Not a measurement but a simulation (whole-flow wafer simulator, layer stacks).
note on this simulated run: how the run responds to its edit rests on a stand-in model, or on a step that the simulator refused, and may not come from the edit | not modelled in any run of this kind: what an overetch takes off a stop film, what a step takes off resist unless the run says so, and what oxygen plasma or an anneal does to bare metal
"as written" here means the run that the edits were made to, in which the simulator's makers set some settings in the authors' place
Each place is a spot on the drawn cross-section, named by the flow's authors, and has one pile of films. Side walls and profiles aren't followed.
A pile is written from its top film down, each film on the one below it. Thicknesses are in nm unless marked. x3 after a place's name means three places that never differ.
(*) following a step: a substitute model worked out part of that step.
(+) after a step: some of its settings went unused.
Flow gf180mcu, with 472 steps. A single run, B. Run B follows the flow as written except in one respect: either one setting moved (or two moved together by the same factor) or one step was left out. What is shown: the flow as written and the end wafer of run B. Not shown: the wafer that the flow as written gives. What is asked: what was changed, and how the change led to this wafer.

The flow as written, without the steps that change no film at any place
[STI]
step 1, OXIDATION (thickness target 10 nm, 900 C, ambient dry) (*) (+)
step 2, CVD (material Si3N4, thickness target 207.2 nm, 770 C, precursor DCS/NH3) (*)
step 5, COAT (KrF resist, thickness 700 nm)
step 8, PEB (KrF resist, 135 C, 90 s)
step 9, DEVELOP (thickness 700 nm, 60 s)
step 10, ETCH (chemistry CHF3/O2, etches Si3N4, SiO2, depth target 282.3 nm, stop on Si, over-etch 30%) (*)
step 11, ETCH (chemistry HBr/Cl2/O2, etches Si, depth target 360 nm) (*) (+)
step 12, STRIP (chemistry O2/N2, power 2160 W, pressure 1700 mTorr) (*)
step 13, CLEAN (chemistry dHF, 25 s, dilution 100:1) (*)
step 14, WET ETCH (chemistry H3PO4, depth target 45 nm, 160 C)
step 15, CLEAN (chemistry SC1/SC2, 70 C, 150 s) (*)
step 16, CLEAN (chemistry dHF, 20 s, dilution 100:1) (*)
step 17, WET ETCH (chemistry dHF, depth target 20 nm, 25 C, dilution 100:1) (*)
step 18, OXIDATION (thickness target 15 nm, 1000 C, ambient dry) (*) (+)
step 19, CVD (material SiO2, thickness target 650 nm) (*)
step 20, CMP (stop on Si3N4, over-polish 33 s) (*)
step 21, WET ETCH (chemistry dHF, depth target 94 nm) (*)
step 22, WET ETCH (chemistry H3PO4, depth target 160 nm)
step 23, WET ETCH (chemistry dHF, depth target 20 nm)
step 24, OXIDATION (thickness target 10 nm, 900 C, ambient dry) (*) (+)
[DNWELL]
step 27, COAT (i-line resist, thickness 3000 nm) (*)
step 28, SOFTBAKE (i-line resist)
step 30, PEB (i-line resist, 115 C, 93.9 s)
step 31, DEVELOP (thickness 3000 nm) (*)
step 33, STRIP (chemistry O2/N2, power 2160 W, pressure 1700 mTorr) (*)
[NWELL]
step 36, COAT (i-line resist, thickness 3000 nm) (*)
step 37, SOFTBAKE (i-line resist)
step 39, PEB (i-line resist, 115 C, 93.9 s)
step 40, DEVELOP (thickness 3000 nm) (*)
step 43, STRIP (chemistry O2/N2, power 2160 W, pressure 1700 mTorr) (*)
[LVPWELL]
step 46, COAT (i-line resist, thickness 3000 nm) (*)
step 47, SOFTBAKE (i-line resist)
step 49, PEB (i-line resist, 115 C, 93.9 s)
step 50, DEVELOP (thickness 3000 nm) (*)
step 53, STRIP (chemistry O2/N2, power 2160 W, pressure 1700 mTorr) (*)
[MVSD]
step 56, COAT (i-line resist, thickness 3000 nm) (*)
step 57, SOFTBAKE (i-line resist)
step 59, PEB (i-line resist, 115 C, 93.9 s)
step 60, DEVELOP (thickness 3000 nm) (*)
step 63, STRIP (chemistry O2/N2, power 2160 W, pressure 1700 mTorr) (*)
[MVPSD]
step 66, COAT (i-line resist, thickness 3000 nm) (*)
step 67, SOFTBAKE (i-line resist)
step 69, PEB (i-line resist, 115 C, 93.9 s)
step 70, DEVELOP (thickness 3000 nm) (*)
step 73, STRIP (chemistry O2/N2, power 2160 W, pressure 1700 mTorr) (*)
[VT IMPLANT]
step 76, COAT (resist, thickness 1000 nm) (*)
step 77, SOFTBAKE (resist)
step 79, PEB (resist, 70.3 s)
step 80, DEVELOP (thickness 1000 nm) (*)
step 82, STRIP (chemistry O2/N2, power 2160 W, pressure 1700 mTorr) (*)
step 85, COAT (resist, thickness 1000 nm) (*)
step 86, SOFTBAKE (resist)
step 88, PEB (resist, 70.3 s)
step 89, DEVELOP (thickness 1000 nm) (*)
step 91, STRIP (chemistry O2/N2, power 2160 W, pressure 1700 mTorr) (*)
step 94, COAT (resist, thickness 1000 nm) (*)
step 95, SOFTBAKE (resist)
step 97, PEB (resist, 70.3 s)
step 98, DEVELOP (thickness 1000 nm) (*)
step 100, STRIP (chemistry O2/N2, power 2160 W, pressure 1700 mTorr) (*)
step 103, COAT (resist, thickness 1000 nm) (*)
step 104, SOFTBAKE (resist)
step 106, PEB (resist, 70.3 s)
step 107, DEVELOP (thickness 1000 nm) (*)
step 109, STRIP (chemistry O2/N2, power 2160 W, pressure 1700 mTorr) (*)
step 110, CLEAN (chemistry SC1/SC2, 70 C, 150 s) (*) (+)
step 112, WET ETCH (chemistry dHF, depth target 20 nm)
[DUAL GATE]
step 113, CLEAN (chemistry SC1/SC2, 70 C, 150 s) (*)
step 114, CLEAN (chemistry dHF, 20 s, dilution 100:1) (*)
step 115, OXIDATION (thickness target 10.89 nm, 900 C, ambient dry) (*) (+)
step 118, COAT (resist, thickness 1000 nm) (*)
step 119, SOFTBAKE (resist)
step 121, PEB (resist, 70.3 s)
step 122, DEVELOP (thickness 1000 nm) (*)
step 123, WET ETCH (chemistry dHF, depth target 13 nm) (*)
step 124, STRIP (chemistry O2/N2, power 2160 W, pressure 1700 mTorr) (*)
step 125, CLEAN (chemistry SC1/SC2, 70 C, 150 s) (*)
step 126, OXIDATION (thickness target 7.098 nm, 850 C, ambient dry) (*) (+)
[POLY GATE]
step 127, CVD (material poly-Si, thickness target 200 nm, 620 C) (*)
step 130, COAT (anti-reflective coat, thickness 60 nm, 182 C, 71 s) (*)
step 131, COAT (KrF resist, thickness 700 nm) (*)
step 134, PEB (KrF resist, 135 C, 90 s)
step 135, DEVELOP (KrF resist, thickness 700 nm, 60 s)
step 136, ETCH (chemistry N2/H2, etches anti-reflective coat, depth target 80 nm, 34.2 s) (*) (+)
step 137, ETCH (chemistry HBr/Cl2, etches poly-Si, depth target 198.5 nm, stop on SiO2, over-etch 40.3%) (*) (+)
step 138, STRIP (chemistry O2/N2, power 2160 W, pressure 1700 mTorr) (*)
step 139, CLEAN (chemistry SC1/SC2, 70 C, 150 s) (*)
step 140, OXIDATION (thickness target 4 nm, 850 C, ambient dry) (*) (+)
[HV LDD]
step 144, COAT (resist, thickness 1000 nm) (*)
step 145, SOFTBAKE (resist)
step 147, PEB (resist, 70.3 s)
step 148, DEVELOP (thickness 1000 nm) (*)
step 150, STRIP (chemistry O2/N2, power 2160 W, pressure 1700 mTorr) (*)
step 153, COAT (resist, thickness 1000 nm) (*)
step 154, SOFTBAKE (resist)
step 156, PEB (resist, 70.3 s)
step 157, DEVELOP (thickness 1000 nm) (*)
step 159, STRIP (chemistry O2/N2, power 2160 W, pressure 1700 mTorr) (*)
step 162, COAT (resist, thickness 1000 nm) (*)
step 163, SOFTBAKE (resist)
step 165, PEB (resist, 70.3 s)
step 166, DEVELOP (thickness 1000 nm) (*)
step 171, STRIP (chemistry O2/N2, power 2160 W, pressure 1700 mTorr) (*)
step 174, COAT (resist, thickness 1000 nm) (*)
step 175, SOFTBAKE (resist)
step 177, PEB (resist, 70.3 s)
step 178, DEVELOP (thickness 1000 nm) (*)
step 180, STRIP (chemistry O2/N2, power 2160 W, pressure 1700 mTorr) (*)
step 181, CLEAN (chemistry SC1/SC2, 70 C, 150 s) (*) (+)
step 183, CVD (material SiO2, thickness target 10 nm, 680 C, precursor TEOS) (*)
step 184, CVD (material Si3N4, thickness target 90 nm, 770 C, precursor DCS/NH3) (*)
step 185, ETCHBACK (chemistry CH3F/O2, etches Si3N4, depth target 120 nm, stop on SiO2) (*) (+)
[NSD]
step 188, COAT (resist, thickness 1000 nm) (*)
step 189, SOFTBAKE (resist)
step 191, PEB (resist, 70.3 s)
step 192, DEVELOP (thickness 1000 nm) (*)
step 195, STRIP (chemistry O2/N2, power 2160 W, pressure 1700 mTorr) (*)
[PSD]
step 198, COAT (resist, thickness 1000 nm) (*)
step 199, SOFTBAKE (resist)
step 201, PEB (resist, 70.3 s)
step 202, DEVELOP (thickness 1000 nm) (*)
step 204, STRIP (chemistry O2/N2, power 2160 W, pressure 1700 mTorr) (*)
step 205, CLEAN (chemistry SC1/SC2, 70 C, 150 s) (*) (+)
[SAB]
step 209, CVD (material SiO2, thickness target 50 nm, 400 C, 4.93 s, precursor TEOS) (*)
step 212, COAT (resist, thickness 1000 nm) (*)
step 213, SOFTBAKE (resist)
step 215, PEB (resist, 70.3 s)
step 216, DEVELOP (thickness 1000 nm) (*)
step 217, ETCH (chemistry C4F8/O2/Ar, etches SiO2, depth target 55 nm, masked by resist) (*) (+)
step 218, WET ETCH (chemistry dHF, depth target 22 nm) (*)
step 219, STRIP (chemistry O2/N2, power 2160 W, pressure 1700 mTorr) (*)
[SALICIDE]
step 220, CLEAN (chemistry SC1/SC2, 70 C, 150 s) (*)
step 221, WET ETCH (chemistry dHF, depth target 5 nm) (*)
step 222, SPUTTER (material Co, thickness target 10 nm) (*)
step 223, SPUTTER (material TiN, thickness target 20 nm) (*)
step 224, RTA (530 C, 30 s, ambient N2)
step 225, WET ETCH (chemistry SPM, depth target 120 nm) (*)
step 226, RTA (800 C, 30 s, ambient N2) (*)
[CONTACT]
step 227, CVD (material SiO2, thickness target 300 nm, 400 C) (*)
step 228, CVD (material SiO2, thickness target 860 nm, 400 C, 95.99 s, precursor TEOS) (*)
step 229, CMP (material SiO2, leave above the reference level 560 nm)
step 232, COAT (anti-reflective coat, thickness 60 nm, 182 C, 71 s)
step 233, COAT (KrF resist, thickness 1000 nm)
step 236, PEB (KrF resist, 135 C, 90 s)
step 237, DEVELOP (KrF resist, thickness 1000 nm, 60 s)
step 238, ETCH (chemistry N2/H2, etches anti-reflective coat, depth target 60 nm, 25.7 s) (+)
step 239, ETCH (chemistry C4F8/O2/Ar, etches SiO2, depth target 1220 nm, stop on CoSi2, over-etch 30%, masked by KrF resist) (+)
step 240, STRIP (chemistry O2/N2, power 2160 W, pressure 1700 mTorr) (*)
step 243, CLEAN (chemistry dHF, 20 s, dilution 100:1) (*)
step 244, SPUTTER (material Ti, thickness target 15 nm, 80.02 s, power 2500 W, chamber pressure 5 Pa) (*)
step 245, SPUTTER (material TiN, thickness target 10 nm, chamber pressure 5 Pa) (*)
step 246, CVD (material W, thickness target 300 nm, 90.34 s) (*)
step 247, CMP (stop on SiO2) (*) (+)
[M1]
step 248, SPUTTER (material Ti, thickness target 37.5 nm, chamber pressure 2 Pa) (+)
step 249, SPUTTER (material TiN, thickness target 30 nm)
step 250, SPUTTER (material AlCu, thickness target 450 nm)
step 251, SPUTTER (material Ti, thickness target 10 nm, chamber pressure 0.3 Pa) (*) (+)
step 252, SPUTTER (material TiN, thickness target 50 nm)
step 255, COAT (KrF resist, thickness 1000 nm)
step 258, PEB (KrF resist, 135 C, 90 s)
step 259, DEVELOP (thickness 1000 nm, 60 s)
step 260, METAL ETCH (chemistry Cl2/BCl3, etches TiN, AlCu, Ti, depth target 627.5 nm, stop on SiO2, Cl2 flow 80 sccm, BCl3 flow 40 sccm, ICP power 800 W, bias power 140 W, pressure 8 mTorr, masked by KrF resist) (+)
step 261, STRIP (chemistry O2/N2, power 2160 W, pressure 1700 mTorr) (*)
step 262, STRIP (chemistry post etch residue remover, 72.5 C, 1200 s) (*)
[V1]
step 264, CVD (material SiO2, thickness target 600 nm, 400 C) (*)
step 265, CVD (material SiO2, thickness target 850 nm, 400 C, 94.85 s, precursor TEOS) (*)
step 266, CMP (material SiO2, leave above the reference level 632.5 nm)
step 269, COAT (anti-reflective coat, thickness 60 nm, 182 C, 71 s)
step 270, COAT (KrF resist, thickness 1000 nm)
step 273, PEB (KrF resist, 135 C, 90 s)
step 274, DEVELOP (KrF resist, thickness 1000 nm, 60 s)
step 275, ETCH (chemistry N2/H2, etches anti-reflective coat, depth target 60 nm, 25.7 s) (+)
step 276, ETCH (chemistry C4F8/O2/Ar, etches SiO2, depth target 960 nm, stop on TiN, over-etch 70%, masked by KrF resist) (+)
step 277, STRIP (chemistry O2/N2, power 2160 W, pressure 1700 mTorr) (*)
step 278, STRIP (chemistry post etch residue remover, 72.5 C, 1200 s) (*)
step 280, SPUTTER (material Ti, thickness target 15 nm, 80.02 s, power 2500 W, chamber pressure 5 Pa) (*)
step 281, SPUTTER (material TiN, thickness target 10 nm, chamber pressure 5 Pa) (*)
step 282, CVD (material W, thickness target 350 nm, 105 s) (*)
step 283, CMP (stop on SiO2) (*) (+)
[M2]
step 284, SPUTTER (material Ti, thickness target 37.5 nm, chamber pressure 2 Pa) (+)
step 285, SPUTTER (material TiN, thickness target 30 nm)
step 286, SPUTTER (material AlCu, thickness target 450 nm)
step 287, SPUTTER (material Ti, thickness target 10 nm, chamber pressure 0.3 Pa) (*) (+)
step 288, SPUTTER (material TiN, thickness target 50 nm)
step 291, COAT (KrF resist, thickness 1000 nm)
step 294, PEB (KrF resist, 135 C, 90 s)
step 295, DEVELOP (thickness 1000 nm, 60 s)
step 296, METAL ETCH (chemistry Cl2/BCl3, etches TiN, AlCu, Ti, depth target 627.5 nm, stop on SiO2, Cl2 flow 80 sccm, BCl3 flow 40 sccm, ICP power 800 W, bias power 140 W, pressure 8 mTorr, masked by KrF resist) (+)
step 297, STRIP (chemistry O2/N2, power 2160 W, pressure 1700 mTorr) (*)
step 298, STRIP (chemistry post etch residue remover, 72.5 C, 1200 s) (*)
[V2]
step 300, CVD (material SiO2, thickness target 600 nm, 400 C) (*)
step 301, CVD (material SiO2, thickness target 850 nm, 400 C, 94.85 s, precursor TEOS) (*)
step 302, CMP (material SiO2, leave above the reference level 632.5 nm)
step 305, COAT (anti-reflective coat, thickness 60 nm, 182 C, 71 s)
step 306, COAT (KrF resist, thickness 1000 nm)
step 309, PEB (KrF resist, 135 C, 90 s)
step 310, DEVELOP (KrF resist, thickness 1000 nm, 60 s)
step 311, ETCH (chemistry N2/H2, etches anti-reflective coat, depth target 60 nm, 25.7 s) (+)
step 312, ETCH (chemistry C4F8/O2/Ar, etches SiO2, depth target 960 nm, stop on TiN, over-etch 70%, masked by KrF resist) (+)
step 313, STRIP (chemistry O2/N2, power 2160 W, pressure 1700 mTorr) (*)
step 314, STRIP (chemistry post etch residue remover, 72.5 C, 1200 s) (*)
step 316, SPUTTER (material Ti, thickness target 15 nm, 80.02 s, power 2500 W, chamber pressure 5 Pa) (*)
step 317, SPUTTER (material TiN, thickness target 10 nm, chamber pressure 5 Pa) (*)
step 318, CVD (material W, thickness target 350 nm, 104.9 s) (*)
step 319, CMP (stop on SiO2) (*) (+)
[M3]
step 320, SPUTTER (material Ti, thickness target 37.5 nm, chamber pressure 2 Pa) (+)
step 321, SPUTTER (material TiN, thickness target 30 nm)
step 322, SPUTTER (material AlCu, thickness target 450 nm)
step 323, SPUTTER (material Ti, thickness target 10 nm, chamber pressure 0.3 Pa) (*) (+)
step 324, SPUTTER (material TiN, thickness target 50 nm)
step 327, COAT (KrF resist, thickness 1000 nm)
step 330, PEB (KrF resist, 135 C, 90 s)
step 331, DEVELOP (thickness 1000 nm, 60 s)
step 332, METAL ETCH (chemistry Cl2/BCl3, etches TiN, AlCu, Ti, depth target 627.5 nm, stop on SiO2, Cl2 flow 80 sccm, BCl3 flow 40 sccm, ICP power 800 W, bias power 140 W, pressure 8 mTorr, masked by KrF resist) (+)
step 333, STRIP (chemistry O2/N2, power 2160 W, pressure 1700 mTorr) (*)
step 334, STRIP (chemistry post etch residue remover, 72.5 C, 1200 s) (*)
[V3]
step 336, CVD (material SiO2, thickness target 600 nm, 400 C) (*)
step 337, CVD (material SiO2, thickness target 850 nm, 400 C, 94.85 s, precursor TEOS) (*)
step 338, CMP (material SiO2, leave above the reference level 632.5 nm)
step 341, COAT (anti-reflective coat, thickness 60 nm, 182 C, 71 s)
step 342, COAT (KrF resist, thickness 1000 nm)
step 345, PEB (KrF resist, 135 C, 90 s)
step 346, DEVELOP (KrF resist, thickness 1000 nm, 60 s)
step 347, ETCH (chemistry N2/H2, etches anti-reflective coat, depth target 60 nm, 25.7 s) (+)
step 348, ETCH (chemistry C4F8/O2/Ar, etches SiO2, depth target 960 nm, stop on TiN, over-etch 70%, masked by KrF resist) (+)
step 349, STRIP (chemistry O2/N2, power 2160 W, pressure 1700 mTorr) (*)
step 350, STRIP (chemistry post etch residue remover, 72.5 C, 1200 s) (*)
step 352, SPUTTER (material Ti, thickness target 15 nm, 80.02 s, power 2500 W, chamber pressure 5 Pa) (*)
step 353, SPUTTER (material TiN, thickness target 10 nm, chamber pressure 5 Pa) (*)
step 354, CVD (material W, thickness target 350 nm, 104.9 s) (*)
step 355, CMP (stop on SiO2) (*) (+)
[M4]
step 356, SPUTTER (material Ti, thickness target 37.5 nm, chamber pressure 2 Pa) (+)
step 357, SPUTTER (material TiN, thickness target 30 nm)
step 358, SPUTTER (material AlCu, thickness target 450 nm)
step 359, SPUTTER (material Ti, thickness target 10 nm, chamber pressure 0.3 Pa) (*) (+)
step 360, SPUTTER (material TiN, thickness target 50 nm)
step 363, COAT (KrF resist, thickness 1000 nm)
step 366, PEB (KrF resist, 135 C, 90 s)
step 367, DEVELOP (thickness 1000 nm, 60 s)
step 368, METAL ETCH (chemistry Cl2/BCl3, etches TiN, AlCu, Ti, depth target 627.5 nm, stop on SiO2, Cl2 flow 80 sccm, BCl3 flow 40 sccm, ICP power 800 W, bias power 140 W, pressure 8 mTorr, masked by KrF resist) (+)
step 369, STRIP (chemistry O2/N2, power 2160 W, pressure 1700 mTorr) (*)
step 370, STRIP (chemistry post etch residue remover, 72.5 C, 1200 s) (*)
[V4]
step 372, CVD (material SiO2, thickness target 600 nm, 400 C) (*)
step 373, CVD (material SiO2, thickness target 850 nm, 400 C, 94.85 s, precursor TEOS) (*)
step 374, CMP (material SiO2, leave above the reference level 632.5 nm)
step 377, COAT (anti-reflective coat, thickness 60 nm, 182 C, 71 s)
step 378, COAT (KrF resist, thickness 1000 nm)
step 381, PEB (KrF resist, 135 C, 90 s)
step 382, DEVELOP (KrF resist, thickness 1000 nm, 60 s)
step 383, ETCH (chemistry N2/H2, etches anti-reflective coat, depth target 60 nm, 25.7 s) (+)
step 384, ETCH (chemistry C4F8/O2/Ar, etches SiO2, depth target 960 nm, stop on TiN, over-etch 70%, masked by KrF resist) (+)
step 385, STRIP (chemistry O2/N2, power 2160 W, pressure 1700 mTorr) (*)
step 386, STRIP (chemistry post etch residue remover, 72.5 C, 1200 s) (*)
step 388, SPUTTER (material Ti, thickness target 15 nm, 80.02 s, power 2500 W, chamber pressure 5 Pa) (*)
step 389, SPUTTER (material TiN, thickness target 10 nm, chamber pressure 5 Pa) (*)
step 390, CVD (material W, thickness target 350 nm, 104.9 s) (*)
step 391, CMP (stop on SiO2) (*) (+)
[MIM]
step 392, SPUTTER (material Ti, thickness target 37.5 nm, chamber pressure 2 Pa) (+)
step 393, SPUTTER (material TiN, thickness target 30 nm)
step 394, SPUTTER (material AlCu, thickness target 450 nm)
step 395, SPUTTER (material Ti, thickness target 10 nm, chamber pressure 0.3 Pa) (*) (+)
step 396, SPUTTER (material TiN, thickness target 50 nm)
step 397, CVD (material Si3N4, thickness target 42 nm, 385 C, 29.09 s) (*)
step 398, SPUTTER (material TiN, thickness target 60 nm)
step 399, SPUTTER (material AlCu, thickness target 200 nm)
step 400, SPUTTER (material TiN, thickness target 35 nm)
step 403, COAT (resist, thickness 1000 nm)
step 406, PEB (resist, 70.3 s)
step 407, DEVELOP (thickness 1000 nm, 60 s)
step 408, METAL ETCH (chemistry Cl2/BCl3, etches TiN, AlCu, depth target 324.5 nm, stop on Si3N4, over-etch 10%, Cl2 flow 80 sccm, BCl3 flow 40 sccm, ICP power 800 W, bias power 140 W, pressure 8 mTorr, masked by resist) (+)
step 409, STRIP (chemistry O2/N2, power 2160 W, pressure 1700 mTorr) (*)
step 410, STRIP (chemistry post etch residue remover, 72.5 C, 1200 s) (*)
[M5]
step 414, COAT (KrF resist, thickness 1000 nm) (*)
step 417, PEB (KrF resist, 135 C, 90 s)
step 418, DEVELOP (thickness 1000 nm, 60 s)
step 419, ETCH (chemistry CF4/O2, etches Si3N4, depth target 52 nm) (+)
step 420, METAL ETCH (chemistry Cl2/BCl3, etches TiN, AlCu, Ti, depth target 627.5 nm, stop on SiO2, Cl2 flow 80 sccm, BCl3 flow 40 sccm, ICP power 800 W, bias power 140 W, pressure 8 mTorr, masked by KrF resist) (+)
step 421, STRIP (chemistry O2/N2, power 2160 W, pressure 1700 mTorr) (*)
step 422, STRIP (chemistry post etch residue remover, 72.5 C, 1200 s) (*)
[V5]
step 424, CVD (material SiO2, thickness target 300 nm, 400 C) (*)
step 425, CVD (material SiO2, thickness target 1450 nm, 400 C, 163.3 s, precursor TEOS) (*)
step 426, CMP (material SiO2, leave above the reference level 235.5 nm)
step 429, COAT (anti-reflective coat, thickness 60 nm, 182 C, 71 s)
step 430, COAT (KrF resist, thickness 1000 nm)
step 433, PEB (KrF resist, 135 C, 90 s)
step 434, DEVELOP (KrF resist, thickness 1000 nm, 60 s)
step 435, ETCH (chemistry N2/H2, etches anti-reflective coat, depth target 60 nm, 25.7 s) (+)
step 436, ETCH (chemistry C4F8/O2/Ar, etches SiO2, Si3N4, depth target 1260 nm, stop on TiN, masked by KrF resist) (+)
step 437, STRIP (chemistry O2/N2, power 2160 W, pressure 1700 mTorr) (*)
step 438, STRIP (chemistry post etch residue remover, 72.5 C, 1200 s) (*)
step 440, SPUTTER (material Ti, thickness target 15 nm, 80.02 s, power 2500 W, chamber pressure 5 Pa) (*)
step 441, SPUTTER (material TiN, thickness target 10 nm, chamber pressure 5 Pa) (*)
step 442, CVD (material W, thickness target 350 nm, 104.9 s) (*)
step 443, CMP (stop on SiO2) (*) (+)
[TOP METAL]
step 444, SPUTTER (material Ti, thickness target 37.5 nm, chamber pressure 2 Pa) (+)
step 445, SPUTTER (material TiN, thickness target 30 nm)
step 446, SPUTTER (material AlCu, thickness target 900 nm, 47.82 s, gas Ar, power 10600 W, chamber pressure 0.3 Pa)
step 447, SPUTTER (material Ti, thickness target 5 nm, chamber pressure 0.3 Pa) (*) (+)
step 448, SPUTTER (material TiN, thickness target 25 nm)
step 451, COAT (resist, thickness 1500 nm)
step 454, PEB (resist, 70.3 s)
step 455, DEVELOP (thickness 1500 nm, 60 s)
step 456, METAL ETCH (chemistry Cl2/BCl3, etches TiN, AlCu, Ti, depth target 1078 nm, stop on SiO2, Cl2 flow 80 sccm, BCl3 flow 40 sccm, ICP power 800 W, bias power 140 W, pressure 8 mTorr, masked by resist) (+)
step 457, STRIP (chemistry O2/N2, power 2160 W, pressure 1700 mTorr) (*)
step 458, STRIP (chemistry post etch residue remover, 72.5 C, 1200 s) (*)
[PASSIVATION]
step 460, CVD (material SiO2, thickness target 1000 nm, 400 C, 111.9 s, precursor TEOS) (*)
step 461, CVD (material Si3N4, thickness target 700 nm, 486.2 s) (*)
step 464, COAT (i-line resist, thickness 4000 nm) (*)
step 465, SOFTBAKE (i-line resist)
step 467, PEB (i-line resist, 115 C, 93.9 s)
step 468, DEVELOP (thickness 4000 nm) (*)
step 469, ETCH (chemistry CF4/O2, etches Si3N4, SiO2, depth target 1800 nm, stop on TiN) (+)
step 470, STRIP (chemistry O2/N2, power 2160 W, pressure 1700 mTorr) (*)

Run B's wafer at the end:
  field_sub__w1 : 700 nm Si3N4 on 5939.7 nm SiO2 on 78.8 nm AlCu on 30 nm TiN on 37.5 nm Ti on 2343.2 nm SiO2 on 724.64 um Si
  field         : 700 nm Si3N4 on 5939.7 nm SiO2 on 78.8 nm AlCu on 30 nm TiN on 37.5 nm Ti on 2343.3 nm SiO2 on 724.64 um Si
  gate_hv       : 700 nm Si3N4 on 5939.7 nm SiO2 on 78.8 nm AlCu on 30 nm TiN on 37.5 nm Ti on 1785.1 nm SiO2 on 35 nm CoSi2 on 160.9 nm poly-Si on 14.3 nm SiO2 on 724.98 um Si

Cause: step 286, SPUTTER: thickness target 652 nm was run, while the flow as written has thickness target 450 nm.

The path from the change to this, step by step:
  step 286, SPUTTER (material AlCu, thickness target 450 nm)
      field, field__w1, field__w2 and 108 more: AlCu gains 652 (new film) (as written it would have been: AlCu gains 450 (new film))
  step 296, METAL ETCH (chemistry Cl2/BCl3, etches TiN, AlCu, Ti, depth target 627.5 nm, stop on SiO2, Cl2 flow 80 sccm, BCl3 flow 40 sccm, ICP power 800 W, bias power 140 W, pressure 8 mTorr, masked by KrF resist) (+)
      field, field__w1, field__w2 and 103 more: TiN loses 50 (all of it), Ti loses 10 (all of it), AlCu loses 567.5 (as written it would have been: TiN loses 50 (all of it), Ti loses 10 (all of it), AlCu loses 450 (all of it), TiN loses 30 (all of it), Ti loses 37.5 (all of it))
  step 298, STRIP (chemistry post etch residue remover, 72.5 C, 1200 s) (*)
      field, field__w1, field__w2 and 103 more: AlCu loses 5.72 (as written it would have been: nothing)
  step 300, CVD (material SiO2, thickness target 600 nm, 400 C) (*)
      field, field__w1, field__w2 and 103 more: SiO2 gains 600 (new film) (as written it would have been: SiO2 gains 600)
  step 302, CMP (material SiO2, leave above the reference level 632.5 nm)
      field, field__w1, field__w2 and 103 more: SiO2 loses 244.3 (as written it would have been: SiO2 loses 300)
Taking metal films that touch as one body, field_sub__w1 has 1 body; the flow as written gives 0 bodies.
Taking metal films that touch as one body, field has 1 body; the flow as written gives 0 bodies.
Taking metal films that touch as one body, gate_hv has 2 bodies (between them, from the top down: SiO2 1785.1); the flow as written gives 1 body.
